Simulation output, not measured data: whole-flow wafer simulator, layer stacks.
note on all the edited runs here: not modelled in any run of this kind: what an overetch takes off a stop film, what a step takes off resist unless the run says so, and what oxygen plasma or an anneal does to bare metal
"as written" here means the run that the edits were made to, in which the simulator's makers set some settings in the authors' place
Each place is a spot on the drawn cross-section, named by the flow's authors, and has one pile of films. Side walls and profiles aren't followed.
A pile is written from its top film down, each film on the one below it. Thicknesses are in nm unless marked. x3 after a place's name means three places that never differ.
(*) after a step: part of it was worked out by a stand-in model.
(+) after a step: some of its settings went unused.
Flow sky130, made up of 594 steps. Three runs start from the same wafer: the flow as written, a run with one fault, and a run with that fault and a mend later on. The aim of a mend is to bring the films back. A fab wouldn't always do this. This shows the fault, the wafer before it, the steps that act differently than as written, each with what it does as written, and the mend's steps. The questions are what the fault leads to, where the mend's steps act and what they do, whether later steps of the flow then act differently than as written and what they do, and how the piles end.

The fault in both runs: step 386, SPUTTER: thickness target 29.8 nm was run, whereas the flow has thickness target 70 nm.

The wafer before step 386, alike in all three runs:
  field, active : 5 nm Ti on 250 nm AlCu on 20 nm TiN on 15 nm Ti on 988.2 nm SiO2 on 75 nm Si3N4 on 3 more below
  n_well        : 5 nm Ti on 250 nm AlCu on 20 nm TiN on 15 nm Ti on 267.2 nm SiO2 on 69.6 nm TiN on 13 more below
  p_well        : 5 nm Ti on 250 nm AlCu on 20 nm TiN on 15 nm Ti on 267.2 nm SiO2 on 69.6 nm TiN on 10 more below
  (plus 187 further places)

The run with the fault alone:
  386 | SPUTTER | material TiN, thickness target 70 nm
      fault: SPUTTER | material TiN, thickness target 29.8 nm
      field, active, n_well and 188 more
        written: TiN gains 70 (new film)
        fault: TiN gains 29.8 (new film)
  Steps further on in the flow that do not act as written (15 other steps are not shown; they differ only slightly, by no more than 2% or 0.5 nm, whichever is larger):
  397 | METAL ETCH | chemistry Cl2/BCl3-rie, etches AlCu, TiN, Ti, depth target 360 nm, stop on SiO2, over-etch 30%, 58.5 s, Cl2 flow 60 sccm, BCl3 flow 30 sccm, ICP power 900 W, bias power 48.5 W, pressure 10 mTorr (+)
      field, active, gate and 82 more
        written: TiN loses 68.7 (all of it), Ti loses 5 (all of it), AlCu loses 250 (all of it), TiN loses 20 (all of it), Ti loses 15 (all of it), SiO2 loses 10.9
        fault: TiN loses 28.5 (all of it), Ti loses 5 (all of it), AlCu loses 250 (all of it), TiN loses 20 (all of it), Ti loses 15 (all of it), SiO2 loses 15
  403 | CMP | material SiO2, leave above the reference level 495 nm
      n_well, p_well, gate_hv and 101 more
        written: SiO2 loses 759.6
        fault: SiO2 loses 719.4
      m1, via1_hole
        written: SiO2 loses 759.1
        fault: SiO2 loses 718.9
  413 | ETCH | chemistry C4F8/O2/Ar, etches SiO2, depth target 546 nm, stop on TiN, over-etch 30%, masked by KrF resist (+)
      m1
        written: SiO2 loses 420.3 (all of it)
        fault: SiO2 loses 460.5 (all of it)
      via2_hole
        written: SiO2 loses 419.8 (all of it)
        fault: SiO2 loses 460 (all of it)
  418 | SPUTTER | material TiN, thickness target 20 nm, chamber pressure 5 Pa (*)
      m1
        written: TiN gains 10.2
        fault: TiN gains 9.66
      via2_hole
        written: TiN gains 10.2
        fault: TiN gains 9.65
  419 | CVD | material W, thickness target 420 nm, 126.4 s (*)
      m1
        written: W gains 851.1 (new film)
        fault: W gains 891.9 (new film)
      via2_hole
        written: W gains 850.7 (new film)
        fault: W gains 891.4 (new film)
  The piles end different from the flow's at n_well, p_well, gate_hv and 103 more by more than 2% or 0.5 nm, whichever is larger.
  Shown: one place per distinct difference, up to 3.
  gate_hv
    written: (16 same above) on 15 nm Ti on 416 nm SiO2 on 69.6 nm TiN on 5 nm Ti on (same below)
    fault: (16 same above) on 15 nm Ti on 456.2 nm SiO2 on 29.4 nm TiN on 5 nm Ti on (same below)
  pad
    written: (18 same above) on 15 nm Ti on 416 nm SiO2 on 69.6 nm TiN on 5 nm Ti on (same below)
    fault: (18 same above) on 15 nm Ti on 456.2 nm SiO2 on 29.4 nm TiN on 5 nm Ti on (same below)
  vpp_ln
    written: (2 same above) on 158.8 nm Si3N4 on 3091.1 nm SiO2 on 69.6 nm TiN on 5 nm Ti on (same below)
    fault: (2 same above) on 158.8 nm Si3N4 on 3131.3 nm SiO2 on 29.4 nm TiN on 5 nm Ti on (same below)

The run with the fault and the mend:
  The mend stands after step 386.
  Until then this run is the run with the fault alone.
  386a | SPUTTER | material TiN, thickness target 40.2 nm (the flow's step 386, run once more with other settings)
      field, active, n_well and 188 more
        TiN gains 40.2
  Every later step of the flow that is run acts as written at every place that is followed.
  By the end, the piles equal the flow's at every place that both follow.
